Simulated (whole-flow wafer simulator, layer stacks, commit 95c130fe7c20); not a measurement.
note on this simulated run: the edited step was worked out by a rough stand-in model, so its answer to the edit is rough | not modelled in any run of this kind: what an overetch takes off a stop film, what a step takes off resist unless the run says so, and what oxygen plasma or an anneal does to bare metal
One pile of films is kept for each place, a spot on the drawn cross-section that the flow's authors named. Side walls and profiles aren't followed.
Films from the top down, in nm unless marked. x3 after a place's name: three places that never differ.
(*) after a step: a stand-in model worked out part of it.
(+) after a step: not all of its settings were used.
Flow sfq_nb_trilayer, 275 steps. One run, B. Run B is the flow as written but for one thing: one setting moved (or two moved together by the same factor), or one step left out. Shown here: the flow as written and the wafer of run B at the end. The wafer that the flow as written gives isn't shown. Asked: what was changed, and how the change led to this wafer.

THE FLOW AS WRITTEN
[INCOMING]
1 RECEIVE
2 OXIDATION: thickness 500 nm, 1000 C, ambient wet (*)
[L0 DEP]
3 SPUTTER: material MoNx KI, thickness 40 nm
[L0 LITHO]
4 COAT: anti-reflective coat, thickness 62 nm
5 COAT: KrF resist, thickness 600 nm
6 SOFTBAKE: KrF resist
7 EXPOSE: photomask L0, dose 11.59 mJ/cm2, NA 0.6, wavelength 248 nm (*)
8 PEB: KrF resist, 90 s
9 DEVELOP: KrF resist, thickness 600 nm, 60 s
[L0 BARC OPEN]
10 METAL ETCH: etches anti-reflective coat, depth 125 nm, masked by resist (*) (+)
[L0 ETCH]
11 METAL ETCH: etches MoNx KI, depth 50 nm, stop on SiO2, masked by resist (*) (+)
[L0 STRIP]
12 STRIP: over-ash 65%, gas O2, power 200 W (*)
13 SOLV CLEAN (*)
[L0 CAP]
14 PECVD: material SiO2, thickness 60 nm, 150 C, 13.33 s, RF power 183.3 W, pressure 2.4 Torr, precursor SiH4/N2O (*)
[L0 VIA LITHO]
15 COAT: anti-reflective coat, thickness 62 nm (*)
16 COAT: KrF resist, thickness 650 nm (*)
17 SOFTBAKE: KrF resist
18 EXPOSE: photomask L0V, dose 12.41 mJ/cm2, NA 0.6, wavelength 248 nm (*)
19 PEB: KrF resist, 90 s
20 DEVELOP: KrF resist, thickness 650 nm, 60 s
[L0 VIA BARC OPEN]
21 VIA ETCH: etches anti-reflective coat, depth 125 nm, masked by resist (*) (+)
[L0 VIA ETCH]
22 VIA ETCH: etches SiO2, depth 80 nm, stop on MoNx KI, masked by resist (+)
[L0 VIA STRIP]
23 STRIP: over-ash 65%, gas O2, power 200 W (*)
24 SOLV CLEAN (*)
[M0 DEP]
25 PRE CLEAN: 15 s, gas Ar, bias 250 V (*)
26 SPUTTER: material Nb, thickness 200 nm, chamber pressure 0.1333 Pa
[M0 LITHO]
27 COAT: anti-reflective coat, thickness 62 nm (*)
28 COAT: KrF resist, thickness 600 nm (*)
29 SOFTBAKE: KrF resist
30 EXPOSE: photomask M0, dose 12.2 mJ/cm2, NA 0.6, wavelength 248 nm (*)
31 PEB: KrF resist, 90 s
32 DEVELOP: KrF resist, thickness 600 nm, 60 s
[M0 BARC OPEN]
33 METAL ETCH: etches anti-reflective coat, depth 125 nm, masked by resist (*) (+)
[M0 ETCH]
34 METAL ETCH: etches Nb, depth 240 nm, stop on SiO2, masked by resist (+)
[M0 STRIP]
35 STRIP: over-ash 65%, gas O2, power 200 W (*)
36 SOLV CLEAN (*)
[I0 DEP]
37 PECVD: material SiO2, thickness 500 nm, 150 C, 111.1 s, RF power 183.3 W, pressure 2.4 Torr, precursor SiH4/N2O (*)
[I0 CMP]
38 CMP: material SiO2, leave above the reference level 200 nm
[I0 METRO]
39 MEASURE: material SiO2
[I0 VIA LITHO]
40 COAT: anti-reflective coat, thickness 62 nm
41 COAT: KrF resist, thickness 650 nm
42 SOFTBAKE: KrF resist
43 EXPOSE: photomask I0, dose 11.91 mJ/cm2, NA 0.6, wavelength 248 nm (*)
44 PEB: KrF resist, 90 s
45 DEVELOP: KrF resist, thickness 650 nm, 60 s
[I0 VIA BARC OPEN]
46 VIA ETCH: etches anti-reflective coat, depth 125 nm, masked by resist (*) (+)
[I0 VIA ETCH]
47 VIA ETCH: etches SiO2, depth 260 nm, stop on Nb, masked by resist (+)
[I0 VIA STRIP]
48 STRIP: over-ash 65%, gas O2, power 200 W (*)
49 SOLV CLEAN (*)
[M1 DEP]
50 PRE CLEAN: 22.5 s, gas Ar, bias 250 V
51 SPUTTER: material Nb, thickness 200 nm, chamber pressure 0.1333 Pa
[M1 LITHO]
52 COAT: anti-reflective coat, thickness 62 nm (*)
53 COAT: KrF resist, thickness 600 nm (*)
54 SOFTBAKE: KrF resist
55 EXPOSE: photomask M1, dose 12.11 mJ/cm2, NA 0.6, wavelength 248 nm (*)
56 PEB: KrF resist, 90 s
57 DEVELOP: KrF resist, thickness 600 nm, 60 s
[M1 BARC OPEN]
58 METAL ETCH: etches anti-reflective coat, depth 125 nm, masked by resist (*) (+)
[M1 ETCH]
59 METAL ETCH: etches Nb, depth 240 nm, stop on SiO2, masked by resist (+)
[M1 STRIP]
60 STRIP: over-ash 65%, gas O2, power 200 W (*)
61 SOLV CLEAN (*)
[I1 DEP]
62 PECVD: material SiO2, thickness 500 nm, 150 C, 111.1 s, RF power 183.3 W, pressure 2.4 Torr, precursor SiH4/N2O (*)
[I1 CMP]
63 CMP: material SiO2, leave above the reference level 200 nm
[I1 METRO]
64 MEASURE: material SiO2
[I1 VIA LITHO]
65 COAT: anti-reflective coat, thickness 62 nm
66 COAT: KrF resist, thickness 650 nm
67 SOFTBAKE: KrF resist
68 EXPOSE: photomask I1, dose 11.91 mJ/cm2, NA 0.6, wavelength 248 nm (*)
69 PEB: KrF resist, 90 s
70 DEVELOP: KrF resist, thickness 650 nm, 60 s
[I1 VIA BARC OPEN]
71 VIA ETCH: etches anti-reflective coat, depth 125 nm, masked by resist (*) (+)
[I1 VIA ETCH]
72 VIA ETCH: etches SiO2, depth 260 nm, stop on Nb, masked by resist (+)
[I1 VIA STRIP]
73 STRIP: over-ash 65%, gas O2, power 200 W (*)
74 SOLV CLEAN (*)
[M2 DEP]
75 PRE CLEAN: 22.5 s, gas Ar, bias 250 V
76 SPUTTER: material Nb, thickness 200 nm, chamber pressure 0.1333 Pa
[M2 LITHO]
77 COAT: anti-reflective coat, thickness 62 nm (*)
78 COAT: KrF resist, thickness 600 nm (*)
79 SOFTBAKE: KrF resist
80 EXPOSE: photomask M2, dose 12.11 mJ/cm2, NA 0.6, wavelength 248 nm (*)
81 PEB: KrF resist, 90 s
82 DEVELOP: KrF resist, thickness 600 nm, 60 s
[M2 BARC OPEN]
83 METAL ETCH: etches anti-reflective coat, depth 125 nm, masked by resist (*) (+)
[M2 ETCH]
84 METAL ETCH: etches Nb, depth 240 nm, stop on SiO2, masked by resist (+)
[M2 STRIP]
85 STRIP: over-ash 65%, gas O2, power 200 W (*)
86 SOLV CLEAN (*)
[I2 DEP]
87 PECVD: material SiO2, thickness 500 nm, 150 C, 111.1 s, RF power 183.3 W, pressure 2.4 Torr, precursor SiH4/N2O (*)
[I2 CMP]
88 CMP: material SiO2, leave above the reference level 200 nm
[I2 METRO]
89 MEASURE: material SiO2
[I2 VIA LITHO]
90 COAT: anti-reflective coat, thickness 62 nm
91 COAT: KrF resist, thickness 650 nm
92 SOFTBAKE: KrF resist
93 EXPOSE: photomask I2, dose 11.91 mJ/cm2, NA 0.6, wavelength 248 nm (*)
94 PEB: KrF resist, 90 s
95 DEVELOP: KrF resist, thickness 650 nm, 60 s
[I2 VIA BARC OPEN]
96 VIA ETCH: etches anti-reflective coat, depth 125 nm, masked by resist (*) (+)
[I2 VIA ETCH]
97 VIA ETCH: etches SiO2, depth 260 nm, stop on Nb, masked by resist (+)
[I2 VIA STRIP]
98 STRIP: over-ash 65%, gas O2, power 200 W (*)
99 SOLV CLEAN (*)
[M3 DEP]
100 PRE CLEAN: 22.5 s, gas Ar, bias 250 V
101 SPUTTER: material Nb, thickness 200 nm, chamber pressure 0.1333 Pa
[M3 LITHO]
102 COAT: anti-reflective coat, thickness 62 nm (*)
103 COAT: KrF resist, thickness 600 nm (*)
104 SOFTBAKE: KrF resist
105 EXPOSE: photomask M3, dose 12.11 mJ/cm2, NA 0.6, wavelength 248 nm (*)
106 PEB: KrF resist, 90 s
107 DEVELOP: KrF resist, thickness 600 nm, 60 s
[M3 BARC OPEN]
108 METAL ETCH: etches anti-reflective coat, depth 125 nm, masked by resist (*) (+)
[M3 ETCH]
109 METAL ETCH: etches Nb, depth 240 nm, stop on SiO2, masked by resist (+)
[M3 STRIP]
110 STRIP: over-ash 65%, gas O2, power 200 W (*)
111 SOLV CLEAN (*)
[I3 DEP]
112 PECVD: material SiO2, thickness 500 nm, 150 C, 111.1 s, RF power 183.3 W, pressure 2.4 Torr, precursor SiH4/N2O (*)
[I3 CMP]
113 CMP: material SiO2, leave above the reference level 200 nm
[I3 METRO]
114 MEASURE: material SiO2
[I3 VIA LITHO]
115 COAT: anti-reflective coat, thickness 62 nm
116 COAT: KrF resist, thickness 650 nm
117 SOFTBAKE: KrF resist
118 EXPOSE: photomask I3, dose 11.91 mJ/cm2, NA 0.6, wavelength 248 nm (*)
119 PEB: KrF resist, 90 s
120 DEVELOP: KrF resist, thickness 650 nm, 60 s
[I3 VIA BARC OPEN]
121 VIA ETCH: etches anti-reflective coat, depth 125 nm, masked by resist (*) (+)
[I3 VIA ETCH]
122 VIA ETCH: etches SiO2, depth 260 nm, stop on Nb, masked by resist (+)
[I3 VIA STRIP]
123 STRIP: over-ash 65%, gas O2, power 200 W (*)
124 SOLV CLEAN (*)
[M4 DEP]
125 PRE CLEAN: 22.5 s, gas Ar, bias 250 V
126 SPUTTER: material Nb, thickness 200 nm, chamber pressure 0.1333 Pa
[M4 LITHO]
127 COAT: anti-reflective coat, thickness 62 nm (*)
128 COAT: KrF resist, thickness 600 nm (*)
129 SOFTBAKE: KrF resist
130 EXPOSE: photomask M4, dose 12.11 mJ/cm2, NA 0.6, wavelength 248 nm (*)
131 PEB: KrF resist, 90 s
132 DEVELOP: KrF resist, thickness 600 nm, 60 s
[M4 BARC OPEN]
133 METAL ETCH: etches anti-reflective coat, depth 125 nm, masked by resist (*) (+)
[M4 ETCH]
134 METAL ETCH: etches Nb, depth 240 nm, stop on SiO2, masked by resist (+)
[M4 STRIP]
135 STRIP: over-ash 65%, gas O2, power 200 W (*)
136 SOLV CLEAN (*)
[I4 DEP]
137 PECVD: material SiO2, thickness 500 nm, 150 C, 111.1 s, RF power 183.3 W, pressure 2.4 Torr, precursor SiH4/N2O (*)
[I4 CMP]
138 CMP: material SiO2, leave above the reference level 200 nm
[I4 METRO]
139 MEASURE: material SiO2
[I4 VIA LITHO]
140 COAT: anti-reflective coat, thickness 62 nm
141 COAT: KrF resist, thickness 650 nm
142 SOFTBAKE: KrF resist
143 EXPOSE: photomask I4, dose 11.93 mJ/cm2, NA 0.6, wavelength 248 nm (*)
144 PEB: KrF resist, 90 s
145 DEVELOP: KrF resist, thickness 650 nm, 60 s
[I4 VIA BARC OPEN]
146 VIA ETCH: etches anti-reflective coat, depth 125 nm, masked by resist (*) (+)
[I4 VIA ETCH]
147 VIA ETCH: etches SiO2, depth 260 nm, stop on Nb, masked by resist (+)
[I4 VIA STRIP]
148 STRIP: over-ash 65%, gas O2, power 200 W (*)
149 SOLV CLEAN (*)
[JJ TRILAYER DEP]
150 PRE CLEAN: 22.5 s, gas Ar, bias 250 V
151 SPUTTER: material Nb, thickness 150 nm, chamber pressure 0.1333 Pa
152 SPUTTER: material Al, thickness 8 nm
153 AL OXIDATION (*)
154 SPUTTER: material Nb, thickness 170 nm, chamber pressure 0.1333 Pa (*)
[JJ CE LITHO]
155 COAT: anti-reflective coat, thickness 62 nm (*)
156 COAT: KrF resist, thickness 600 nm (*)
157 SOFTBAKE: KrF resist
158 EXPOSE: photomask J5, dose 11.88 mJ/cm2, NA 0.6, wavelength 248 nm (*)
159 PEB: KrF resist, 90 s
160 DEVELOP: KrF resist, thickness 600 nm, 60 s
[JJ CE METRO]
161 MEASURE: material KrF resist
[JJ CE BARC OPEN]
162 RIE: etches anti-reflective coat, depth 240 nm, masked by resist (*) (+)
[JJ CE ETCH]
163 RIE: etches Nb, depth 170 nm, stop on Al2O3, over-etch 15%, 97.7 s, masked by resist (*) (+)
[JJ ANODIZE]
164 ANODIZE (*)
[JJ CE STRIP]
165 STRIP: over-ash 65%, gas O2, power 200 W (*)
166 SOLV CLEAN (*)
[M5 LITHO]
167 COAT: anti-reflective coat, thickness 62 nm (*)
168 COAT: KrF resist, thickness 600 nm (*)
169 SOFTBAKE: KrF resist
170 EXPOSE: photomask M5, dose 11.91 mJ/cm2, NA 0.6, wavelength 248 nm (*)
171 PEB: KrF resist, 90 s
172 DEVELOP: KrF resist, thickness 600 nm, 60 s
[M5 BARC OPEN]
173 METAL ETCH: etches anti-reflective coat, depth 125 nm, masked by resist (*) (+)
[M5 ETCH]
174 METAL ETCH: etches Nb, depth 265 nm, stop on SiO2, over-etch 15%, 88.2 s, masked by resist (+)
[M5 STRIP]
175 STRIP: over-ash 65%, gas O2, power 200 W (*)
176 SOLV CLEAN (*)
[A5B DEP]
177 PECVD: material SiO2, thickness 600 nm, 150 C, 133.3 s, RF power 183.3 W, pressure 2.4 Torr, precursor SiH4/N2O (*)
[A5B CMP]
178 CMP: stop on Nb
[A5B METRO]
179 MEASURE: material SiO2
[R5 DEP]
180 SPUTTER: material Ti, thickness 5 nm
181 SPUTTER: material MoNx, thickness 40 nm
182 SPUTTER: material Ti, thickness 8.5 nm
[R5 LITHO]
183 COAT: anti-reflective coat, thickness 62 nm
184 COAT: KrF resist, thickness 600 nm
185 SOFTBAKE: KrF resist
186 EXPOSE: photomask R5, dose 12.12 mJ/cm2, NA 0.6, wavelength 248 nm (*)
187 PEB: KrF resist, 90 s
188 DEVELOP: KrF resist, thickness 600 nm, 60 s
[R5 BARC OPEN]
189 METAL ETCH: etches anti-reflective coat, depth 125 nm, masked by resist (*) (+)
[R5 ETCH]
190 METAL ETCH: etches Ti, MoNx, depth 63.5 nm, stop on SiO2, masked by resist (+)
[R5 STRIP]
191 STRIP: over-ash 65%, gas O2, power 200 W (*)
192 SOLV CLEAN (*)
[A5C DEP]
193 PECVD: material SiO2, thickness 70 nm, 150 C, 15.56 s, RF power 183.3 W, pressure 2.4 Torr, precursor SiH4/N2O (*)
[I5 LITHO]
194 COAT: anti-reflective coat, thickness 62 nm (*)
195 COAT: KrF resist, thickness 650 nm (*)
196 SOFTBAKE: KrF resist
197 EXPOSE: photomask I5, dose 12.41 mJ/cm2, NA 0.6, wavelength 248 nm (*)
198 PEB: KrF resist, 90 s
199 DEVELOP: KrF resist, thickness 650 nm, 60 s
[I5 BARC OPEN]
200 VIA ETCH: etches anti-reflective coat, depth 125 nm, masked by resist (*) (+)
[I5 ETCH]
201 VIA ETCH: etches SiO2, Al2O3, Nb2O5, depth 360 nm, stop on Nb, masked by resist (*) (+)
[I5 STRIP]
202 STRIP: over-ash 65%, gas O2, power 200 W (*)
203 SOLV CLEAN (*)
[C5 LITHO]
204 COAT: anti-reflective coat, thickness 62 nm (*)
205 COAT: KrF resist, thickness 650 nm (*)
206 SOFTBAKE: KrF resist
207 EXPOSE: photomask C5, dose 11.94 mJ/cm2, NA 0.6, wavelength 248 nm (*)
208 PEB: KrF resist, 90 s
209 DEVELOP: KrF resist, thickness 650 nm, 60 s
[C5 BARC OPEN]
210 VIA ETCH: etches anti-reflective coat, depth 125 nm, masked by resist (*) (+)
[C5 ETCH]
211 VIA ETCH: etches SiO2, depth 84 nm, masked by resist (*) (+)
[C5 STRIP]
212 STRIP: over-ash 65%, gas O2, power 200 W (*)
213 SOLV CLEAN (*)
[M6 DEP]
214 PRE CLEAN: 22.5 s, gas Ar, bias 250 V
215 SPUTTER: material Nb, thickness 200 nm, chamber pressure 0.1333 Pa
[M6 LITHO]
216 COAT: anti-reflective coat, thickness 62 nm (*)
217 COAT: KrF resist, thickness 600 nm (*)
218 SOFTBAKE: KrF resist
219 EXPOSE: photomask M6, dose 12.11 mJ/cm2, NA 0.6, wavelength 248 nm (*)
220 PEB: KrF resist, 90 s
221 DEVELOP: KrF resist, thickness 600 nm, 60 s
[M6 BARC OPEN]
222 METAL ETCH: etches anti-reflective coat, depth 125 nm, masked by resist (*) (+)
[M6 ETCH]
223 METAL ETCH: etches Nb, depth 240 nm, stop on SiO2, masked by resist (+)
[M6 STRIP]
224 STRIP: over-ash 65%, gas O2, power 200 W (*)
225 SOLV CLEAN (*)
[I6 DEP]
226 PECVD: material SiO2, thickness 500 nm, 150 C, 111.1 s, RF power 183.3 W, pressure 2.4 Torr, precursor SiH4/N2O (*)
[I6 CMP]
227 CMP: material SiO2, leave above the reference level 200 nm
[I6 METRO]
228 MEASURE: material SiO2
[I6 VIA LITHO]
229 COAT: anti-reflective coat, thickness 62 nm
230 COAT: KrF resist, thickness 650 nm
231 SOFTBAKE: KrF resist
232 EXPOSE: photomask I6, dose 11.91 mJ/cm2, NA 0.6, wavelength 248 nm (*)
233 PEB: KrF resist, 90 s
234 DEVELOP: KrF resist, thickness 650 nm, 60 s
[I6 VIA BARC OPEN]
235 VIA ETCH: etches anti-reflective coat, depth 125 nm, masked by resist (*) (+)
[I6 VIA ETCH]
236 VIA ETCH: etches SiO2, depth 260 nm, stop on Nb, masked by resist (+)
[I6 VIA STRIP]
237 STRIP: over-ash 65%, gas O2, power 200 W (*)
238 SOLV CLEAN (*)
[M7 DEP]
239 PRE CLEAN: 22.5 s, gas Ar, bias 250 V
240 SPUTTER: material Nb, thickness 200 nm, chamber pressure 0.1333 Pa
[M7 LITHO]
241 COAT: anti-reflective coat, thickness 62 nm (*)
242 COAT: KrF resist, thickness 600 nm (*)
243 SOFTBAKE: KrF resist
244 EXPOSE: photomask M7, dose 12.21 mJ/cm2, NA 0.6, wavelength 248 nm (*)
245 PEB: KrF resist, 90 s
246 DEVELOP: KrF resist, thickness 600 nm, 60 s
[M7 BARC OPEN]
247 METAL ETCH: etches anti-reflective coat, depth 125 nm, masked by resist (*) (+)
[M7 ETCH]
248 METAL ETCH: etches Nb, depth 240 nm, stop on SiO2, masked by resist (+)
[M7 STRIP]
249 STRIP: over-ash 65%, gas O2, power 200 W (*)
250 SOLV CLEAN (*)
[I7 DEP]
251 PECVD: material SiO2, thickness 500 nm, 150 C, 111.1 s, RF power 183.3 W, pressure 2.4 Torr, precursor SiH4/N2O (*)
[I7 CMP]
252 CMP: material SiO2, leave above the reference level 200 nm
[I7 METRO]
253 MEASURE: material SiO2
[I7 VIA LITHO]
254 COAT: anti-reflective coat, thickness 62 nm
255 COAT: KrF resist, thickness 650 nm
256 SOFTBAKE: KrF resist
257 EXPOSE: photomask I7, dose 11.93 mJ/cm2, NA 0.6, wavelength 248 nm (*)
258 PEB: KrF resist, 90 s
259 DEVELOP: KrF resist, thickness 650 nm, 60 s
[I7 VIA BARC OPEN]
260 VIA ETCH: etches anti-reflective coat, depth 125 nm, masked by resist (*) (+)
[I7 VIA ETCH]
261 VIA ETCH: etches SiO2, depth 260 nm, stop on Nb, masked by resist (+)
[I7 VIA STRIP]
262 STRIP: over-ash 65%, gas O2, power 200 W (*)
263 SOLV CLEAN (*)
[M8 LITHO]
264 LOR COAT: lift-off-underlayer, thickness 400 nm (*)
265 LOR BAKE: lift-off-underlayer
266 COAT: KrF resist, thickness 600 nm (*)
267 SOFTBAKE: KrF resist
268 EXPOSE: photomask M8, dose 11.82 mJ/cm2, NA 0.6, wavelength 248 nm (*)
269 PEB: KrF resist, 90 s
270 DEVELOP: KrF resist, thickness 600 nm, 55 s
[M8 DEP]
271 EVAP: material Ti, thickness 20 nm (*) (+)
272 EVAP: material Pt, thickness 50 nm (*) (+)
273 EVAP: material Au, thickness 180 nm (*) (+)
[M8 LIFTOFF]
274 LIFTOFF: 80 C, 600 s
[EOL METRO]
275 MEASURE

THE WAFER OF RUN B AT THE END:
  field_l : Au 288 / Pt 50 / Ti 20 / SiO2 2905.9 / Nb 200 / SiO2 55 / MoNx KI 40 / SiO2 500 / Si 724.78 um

The cause: step 273, EVAP: thickness 288 nm was run, where the flow has thickness 180 nm.
It can be read off the wafer: field_l has Au 288, and step 273 as written asks for 180 nm.

How the change led to this, step by step:
  273 EVAP: material Au, thickness 180 nm (*) (+)
      field_l, v_sur, via_wl and 103 more: Au +288 (new film) (as written it would be: Au +180 (new film))
  274 LIFTOFF: 80 C, 600 s
      p4_fl x3, p4_w1 x9, p4_g1 x2 and 60 more: Au -288 (all of it), Pt -50 (all of it), Ti -20 (all of it), KrF resist -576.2 (all of it), lift-off-underlayer -400 (all of it) (as written it would be: Au -180 (all of it), Pt -50 (all of it), Ti -20 (all of it), KrF resist -576.2 (all of it), lift-off-underlayer -400 (all of it))
      c5j, ce_r: Au -288 (all of it), Pt -50 (all of it), Ti -20 (all of it), KrF resist -573.3 (all of it), lift-off-underlayer -399.3 (all of it) (as written it would be: Au -180 (all of it), Pt -50 (all of it), Ti -20 (all of it), KrF resist -573.3 (all of it), lift-off-underlayer -399.3 (all of it))
      (and at 19 more places)
